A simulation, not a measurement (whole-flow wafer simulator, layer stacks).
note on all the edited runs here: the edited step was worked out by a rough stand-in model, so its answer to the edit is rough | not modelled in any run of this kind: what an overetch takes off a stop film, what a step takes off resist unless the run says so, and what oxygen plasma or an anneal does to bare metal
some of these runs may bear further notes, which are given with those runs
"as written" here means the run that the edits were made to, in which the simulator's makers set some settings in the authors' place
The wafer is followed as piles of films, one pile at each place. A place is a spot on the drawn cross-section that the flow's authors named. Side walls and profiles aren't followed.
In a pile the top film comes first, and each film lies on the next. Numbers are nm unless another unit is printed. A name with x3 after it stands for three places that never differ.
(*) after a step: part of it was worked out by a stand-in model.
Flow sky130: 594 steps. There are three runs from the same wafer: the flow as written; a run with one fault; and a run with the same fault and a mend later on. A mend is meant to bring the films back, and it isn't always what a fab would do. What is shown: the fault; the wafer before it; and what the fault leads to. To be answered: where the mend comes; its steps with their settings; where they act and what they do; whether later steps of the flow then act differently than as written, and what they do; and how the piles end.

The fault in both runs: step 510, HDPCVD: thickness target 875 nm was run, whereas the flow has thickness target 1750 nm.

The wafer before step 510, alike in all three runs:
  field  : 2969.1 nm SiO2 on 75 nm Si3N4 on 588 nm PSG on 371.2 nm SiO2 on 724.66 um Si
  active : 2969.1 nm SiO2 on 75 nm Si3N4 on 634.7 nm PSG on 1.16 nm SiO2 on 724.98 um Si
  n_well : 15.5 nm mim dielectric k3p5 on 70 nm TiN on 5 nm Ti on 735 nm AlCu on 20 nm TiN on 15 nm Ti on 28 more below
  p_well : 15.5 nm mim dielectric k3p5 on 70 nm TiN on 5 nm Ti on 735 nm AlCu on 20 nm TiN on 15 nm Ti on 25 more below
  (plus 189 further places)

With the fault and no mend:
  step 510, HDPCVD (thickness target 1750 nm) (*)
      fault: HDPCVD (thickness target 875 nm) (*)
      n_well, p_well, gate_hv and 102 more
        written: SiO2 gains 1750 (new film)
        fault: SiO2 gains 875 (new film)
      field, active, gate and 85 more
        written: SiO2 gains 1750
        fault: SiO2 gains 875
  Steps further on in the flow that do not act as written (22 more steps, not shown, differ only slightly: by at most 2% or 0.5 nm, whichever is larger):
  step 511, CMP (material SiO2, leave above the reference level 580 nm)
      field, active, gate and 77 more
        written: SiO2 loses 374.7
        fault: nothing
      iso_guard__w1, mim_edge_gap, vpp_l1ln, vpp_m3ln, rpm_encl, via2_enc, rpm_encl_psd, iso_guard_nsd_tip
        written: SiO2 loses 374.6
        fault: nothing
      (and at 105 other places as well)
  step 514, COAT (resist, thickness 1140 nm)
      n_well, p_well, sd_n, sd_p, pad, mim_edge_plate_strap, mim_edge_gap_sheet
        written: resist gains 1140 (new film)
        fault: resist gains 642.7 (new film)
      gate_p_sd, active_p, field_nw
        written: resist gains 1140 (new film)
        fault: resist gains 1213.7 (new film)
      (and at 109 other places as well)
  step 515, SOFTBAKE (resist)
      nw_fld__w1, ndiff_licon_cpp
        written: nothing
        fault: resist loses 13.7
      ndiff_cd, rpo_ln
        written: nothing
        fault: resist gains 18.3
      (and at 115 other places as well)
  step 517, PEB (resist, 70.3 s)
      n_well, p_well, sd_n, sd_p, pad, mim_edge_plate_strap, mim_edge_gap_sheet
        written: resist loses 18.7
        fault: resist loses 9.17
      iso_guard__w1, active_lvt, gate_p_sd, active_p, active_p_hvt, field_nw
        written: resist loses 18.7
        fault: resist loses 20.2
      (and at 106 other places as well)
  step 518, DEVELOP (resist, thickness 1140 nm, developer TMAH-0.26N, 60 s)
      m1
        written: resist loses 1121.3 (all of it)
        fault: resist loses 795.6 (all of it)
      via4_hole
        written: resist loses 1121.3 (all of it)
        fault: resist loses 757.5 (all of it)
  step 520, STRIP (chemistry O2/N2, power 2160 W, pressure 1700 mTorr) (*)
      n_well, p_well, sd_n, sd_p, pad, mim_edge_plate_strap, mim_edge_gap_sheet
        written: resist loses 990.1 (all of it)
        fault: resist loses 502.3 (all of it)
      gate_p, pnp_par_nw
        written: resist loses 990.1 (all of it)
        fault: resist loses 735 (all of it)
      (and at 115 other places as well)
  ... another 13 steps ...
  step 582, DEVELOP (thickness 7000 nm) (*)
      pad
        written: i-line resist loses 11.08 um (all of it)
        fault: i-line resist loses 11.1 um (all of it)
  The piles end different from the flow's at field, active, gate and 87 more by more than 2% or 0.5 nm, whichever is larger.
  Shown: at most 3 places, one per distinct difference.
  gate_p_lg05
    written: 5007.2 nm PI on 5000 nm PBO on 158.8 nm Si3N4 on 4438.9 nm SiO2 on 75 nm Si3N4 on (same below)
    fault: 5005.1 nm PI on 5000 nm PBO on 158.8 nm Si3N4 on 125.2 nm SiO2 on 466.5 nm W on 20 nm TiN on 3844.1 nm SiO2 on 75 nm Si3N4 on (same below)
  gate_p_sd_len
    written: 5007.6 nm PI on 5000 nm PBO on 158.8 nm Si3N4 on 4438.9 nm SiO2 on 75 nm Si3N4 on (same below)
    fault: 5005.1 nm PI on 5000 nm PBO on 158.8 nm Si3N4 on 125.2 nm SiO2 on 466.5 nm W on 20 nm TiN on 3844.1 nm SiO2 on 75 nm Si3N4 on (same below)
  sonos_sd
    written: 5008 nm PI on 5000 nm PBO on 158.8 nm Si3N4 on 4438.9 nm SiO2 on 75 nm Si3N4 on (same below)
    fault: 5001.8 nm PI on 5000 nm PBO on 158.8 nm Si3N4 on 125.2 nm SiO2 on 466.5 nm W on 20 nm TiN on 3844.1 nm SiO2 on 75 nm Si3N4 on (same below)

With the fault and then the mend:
  After step 510 comes the mend.
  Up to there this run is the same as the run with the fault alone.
  step 510a, HDPCVD (thickness target 875 nm) (*) (a further turn of the flow's step 510, with different settings)
      field, active, n_well and 190 more
        SiO2 gains 875
  None of the later steps of the flow acts differently than as written at any place that is followed.
  The piles end the same as the flow's at every place that both follow.
